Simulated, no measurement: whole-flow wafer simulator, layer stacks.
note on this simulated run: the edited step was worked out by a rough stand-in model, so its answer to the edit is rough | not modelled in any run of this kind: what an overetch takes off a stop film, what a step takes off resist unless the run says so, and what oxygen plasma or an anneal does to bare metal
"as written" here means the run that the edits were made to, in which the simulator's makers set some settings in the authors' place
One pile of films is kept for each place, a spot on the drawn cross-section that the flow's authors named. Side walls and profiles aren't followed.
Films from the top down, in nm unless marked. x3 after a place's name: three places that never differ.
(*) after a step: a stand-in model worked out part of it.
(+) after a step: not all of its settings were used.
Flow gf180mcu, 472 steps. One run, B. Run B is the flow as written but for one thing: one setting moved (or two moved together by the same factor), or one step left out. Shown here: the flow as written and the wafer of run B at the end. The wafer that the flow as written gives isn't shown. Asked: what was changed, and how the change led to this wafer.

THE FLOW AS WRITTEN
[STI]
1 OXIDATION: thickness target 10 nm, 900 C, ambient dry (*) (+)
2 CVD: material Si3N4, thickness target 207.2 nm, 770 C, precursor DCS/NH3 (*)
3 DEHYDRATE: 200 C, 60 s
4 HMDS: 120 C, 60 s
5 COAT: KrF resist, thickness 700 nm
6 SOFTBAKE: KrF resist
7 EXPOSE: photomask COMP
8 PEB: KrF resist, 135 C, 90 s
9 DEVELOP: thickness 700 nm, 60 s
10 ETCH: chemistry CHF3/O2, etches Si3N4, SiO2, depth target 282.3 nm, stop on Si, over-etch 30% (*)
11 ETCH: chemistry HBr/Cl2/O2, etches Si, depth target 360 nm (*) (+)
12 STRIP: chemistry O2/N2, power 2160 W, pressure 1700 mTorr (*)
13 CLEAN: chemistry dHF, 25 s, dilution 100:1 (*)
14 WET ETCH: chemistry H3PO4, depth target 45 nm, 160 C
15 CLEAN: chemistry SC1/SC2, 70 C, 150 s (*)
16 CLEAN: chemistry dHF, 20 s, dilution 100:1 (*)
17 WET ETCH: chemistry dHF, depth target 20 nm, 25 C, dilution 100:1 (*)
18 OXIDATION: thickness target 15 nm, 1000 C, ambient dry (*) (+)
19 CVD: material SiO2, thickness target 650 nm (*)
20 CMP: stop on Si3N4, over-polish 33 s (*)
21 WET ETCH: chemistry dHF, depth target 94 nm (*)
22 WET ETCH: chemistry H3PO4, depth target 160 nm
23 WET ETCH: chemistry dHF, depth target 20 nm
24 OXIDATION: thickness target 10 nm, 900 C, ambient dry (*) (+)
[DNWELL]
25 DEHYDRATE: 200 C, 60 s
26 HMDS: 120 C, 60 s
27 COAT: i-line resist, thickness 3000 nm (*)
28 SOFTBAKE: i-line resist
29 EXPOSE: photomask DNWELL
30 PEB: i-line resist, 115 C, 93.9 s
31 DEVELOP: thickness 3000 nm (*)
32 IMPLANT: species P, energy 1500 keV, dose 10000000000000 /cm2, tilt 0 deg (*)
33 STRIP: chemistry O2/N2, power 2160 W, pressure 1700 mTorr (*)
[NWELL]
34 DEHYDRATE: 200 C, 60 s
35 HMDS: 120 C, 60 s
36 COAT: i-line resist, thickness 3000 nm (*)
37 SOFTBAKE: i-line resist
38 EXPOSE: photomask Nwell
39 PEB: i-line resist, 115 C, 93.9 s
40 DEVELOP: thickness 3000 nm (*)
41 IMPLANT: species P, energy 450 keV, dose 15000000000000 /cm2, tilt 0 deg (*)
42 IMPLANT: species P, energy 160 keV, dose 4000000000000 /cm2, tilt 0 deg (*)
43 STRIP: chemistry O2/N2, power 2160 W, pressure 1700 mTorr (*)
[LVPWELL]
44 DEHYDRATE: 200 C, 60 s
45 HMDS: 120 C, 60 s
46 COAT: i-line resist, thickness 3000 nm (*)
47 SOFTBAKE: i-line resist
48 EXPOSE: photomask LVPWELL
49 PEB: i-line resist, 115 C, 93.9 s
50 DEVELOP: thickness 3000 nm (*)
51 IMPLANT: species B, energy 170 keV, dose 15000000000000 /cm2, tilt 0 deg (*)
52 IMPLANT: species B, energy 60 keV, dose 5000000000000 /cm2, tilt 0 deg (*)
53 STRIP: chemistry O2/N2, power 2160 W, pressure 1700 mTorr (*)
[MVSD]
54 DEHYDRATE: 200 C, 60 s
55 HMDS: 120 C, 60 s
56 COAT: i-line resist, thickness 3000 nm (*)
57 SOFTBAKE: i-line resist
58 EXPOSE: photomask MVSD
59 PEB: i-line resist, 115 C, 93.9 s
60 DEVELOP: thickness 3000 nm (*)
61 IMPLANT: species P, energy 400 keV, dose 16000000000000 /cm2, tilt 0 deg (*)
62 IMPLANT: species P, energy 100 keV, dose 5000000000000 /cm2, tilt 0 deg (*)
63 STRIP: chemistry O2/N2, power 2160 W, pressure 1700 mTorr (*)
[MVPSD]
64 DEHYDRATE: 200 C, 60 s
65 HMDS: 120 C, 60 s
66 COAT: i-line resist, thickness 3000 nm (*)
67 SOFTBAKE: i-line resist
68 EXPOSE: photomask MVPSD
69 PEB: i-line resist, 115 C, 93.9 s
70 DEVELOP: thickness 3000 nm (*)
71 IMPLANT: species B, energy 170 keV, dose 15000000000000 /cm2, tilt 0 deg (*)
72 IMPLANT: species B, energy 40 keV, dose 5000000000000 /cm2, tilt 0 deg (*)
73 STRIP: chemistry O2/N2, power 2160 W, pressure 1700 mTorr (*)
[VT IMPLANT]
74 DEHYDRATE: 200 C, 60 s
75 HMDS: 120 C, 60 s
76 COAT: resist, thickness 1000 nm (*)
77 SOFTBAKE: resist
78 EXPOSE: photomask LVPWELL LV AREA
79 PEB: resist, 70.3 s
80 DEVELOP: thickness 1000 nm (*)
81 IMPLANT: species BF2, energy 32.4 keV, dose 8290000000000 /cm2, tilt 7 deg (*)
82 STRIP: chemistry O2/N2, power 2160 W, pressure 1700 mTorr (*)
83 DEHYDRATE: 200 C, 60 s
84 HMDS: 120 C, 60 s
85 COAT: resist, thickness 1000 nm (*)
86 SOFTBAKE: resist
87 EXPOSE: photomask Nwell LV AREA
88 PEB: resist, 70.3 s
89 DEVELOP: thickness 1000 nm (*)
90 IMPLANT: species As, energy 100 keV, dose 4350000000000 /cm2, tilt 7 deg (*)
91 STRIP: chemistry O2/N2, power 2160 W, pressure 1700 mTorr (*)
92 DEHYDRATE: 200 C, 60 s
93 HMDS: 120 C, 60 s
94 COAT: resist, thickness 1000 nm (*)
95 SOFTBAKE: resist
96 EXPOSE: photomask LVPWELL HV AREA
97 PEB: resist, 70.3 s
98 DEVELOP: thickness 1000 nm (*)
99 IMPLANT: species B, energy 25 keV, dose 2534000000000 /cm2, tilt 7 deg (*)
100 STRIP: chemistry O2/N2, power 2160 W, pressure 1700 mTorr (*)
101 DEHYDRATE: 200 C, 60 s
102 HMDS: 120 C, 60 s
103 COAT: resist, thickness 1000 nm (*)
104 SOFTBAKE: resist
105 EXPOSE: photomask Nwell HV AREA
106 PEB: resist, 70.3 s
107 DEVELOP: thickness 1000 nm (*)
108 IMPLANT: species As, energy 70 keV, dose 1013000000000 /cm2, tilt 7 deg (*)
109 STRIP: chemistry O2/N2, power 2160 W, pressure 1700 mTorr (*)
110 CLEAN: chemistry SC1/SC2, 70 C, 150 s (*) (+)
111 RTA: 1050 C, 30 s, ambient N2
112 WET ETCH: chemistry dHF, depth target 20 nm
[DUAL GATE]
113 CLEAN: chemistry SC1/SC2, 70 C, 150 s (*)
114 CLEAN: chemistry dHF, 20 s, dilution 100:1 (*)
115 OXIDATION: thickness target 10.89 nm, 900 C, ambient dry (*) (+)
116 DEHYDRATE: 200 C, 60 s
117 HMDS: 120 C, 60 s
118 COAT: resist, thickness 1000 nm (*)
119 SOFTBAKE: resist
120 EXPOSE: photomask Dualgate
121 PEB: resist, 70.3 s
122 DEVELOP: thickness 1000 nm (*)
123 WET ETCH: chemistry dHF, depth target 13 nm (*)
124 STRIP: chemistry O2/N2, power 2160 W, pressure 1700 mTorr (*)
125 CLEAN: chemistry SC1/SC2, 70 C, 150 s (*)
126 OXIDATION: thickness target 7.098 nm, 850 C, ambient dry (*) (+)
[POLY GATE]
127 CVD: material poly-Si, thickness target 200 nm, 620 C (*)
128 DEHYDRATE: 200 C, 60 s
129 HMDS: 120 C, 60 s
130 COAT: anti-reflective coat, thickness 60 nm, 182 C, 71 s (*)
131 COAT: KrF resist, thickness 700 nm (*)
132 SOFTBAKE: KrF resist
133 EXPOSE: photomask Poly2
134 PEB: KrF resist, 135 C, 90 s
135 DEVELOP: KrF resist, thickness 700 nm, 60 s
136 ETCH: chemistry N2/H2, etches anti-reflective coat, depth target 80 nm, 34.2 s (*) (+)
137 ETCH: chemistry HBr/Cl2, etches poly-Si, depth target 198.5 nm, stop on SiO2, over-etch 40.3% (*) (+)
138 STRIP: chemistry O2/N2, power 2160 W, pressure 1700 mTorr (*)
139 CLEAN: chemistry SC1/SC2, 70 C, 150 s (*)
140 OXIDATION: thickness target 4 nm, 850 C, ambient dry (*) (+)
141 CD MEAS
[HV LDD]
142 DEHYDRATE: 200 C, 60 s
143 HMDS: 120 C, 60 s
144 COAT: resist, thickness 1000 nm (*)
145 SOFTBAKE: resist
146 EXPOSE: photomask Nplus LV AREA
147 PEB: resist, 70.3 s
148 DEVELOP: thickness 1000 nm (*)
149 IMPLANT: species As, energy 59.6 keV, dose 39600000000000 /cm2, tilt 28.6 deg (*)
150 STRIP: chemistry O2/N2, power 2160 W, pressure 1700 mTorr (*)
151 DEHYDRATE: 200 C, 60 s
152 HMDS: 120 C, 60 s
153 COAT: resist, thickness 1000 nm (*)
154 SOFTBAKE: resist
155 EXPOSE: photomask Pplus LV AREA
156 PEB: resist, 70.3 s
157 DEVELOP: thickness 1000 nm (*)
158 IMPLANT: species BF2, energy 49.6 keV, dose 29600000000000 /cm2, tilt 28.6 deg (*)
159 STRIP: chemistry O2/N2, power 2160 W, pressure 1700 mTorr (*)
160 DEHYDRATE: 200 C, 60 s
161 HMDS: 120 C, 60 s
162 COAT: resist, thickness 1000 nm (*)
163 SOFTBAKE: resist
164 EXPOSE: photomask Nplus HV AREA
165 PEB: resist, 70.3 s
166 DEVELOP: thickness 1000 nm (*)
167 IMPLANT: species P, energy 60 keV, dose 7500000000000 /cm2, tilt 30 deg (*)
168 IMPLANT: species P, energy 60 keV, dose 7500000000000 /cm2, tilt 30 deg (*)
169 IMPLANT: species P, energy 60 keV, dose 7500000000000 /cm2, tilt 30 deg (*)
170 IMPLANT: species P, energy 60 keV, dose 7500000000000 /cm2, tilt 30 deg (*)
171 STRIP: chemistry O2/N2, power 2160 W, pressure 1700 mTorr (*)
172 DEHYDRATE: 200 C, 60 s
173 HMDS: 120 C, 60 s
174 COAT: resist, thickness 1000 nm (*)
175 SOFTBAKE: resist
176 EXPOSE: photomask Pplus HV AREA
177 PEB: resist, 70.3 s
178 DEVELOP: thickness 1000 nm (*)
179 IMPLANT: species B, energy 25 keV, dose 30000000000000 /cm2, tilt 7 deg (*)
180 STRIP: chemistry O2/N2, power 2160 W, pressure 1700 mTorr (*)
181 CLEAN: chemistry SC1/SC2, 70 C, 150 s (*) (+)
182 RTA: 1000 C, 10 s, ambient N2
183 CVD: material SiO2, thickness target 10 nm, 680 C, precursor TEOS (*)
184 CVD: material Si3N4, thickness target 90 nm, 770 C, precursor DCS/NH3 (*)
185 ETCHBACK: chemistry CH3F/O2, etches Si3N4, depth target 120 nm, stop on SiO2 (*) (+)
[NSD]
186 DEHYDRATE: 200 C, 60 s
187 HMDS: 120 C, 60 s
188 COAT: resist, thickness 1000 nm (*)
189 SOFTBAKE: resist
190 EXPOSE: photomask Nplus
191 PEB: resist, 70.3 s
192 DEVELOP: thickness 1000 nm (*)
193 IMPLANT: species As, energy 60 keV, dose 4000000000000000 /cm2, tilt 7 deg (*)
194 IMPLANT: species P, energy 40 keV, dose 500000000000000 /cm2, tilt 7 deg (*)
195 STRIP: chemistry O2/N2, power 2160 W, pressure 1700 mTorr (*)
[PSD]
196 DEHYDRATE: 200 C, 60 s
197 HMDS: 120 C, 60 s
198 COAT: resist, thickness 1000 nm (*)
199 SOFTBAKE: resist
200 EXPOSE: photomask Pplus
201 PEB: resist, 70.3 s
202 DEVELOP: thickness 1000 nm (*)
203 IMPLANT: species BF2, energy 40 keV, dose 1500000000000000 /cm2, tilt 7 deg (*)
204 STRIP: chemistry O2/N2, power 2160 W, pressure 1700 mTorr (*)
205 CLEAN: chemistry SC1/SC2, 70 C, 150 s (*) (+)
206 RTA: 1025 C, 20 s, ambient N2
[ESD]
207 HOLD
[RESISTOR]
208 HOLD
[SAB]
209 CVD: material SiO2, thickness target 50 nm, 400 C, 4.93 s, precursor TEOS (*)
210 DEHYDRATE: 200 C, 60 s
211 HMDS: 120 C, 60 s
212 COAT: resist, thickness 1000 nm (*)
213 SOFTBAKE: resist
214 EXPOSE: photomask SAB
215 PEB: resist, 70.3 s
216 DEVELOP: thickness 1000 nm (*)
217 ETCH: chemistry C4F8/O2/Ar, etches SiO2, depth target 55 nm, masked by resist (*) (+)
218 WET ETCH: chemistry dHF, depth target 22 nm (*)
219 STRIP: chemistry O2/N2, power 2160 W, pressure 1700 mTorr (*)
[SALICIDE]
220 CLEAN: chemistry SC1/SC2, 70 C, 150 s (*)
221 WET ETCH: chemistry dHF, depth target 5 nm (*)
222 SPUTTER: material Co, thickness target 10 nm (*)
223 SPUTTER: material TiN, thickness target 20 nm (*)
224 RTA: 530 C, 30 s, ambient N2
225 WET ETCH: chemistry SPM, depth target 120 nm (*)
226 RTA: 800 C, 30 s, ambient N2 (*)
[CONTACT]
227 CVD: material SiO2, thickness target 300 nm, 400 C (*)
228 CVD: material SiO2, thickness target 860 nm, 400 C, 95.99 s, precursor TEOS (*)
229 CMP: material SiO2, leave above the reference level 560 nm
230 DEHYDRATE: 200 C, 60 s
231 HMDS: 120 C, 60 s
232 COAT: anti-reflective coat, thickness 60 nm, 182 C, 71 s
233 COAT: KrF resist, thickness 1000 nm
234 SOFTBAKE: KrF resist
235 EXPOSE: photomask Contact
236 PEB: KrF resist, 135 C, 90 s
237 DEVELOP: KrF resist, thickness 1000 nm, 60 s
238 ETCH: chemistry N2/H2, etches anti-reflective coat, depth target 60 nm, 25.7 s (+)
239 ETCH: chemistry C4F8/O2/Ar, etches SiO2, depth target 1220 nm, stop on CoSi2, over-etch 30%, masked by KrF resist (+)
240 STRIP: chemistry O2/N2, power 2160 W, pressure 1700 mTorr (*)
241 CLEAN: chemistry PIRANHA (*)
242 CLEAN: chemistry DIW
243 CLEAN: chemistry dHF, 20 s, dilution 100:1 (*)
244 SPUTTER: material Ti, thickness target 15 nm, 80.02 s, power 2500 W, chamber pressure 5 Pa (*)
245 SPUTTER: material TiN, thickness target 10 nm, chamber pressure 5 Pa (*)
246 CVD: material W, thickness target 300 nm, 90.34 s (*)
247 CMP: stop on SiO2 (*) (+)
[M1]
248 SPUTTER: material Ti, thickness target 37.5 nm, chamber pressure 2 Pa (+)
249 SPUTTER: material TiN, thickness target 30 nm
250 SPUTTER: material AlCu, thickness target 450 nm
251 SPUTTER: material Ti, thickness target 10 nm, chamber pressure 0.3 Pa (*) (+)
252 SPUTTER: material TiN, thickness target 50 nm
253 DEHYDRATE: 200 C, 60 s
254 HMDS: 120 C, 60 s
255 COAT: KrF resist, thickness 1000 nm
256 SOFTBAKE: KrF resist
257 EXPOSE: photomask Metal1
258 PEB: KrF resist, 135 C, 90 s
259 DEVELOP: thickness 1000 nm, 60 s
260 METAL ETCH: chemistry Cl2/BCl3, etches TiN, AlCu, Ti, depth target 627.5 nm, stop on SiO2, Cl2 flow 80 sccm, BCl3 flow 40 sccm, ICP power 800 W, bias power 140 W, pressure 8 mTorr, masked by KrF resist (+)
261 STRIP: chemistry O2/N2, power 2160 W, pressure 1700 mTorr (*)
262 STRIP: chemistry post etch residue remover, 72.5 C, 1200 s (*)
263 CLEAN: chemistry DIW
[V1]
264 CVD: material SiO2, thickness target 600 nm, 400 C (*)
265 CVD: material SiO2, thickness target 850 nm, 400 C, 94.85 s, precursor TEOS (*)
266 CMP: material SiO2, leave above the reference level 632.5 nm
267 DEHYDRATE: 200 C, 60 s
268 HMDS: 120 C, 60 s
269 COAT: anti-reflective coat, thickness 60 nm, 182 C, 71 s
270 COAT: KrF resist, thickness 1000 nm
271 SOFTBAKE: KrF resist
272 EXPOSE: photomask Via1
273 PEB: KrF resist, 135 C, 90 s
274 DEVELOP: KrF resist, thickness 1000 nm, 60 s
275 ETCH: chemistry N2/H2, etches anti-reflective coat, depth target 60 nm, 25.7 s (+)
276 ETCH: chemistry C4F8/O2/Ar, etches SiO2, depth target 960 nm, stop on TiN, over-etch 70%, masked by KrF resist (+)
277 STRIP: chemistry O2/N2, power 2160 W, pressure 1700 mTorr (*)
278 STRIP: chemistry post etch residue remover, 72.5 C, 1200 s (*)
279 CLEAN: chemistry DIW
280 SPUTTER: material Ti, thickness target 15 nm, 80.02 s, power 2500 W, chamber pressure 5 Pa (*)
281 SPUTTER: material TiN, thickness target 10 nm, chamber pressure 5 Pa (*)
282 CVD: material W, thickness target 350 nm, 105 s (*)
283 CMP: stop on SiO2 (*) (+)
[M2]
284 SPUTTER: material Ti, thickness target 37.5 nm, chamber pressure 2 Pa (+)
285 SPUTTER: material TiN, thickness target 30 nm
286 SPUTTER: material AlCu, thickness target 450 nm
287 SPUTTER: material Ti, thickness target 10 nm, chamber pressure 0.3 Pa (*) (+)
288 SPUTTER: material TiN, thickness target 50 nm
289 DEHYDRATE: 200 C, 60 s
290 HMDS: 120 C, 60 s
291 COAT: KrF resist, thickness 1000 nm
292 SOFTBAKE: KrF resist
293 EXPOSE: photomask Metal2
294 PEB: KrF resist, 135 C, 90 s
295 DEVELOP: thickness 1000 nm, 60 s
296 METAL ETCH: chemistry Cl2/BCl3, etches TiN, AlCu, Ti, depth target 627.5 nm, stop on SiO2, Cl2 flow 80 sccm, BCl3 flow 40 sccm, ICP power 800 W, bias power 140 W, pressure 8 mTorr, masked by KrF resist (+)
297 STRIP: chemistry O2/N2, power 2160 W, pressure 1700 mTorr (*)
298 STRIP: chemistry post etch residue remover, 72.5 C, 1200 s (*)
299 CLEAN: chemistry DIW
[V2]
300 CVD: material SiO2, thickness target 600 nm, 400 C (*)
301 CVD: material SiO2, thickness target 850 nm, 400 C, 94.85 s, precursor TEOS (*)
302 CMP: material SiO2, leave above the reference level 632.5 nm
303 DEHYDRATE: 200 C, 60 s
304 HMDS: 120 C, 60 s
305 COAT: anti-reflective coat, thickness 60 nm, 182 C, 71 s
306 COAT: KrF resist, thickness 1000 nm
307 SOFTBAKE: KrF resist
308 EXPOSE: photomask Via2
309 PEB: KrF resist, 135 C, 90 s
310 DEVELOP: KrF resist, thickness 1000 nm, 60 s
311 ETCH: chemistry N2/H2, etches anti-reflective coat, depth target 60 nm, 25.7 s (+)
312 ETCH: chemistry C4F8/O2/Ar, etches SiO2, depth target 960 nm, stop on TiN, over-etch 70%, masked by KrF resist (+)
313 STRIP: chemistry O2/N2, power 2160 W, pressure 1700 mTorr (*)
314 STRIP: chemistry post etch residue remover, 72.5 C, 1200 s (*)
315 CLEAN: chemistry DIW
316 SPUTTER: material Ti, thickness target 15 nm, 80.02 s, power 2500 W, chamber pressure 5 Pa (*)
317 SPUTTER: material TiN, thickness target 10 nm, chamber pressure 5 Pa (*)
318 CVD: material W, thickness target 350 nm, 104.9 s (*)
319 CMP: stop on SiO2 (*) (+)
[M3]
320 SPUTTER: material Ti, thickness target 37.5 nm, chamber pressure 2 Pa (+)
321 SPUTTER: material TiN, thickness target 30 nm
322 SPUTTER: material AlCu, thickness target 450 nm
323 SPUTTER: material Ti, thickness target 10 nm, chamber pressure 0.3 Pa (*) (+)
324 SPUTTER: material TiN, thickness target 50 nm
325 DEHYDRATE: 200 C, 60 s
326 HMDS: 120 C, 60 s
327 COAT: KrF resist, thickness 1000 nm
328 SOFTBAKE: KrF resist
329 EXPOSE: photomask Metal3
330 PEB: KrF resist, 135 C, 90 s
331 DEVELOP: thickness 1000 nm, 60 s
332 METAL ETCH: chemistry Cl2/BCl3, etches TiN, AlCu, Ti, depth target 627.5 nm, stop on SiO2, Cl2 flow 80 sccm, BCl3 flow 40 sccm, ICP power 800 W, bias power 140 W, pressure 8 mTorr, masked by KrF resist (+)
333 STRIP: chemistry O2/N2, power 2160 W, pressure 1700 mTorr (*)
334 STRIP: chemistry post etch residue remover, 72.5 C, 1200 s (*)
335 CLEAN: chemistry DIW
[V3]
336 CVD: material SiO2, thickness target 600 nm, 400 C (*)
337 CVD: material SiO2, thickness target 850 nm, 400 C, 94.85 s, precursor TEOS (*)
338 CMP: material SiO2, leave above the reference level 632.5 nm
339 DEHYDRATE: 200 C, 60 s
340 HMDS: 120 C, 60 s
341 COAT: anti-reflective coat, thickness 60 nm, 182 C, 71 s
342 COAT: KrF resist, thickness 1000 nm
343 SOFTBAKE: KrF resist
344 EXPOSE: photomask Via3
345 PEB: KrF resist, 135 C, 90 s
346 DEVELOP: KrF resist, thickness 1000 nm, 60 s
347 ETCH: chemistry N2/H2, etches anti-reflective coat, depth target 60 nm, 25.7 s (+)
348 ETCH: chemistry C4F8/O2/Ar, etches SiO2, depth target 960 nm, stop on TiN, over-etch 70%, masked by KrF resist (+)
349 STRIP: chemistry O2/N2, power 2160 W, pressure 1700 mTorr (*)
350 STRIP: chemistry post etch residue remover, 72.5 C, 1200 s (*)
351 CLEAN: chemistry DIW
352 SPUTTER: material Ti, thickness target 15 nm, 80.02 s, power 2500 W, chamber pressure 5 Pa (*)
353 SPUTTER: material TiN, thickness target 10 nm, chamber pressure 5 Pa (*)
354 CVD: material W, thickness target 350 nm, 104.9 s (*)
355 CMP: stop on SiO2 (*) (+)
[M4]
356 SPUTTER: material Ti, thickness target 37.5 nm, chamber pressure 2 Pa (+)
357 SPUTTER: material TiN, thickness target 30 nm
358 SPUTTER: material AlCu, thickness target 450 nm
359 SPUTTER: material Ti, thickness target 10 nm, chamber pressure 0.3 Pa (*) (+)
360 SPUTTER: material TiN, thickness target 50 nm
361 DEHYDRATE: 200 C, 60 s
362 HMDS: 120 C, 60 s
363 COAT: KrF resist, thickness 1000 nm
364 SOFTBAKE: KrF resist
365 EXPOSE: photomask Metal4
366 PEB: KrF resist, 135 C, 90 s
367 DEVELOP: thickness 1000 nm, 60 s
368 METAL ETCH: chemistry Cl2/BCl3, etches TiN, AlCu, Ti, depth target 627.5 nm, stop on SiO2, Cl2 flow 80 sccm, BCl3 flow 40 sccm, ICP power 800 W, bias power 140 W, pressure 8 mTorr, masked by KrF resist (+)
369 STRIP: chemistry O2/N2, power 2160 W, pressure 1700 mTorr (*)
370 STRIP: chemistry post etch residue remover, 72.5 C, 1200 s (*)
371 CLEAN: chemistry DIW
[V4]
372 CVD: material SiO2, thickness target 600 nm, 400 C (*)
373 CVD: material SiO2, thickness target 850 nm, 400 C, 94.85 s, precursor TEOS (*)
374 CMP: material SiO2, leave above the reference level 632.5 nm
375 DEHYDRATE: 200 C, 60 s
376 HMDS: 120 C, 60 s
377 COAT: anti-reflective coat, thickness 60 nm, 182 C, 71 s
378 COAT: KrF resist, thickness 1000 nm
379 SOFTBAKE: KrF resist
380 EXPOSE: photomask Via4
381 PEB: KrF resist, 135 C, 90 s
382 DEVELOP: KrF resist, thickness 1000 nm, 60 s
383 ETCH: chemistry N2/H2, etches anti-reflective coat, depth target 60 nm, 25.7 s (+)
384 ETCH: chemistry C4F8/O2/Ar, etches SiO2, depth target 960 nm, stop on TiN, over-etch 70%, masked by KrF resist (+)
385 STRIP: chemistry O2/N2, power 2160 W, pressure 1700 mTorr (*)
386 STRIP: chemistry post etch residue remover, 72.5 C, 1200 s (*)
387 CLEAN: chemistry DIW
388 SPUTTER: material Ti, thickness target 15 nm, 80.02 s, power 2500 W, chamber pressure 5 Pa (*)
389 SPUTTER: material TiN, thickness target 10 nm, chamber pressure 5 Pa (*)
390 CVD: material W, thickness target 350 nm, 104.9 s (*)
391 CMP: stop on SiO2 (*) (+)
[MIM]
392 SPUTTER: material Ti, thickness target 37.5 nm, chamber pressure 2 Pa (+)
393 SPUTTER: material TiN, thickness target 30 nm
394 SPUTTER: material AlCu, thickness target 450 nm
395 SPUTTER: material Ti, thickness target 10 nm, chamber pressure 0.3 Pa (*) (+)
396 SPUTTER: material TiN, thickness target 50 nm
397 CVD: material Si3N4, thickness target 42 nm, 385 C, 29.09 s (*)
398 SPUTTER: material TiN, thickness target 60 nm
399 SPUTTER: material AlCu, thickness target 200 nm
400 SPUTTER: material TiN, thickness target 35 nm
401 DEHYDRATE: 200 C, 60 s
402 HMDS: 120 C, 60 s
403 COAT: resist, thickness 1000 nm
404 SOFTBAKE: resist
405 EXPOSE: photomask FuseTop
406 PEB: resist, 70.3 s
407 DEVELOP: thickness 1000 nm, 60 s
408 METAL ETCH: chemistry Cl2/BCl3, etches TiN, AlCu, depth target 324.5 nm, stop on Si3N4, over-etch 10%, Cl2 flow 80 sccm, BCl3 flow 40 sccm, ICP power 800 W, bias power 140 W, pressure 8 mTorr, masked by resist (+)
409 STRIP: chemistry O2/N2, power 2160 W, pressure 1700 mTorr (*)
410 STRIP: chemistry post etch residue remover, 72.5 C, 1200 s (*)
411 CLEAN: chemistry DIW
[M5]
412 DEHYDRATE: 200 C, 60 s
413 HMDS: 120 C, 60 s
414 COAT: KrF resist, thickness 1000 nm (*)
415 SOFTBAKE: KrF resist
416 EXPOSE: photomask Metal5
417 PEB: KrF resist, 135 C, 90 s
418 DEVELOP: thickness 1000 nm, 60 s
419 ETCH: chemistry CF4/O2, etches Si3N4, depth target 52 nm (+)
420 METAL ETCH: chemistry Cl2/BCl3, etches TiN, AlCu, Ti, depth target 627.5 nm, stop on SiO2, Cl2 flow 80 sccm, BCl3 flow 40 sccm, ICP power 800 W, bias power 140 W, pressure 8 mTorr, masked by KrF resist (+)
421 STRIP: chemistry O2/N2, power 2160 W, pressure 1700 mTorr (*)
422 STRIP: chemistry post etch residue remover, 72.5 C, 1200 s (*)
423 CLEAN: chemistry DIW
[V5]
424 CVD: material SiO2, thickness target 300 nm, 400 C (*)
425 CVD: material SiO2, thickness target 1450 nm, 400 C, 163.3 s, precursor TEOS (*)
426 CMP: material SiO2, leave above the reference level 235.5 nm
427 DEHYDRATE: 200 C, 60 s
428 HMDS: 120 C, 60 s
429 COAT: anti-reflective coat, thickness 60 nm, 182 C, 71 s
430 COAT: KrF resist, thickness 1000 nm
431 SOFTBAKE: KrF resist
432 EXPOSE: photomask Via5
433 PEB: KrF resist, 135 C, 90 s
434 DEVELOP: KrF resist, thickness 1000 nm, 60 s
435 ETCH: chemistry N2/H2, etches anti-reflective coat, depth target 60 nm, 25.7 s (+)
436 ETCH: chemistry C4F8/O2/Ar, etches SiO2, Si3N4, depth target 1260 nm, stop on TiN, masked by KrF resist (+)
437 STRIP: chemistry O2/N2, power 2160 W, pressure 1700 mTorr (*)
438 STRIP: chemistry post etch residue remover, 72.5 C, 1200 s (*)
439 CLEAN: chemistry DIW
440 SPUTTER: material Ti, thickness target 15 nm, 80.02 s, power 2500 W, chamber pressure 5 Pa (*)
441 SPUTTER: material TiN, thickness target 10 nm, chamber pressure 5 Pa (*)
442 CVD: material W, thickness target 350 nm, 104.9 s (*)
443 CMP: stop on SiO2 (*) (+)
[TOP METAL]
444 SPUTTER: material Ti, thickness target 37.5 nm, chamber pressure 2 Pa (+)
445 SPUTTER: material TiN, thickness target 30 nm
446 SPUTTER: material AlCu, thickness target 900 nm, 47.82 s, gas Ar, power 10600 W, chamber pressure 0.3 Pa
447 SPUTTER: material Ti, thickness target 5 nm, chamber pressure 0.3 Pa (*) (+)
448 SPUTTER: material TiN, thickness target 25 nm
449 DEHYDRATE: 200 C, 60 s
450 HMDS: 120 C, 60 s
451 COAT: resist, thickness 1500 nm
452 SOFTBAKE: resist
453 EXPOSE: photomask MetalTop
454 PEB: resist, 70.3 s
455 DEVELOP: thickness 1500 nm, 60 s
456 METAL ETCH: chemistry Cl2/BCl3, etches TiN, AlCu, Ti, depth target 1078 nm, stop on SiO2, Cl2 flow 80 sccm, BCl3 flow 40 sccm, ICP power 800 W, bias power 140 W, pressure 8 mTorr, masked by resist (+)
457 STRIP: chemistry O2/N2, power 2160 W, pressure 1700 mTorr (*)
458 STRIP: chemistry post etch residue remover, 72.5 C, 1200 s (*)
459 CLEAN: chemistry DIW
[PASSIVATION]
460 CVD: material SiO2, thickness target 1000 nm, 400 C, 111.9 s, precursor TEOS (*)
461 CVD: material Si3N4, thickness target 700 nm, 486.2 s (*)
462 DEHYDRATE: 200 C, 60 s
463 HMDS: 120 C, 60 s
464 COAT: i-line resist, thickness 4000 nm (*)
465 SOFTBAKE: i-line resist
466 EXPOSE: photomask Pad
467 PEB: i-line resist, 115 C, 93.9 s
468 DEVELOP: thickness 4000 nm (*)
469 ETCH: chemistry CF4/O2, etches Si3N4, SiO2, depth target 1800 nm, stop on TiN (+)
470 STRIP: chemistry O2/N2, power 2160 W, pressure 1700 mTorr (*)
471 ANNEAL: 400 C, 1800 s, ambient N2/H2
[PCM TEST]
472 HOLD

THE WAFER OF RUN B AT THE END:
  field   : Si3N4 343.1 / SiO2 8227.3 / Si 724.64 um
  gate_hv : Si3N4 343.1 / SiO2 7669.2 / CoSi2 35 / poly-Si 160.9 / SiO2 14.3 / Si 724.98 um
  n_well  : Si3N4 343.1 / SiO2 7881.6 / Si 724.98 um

The cause: step 461, CVD: thickness target 343 nm was run, where the flow has thickness target 700 nm; step 461, CVD: 238.2 s was run, where the flow has 486.2 s.

How the change led to this, step by step:
  461 CVD: material Si3N4, thickness target 700 nm, 486.2 s (*)
      field, field__w1, field__w2 and 109 more: Si3N4 +343.1 (new film) (as written it would be: Si3N4 +700 (new film))
  465 SOFTBAKE: i-line resist
      ld_acc_p, ld_fp_p, ld_drift_p: i-line resist +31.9 (as written it would be: i-line resist +33.8)
      field__w11, field__w13: i-line resist +35.7 (as written it would be: i-line resist +37.6)
      (and at 54 more places)
  469 ETCH: chemistry CF4/O2, etches Si3N4, SiO2, depth target 1800 nm, stop on TiN (+)
      pad: Si3N4 -343.1 (all of it), SiO2 -1000 (all of it) (as written it would be: Si3N4 -700 (all of it), SiO2 -1000 (all of it))
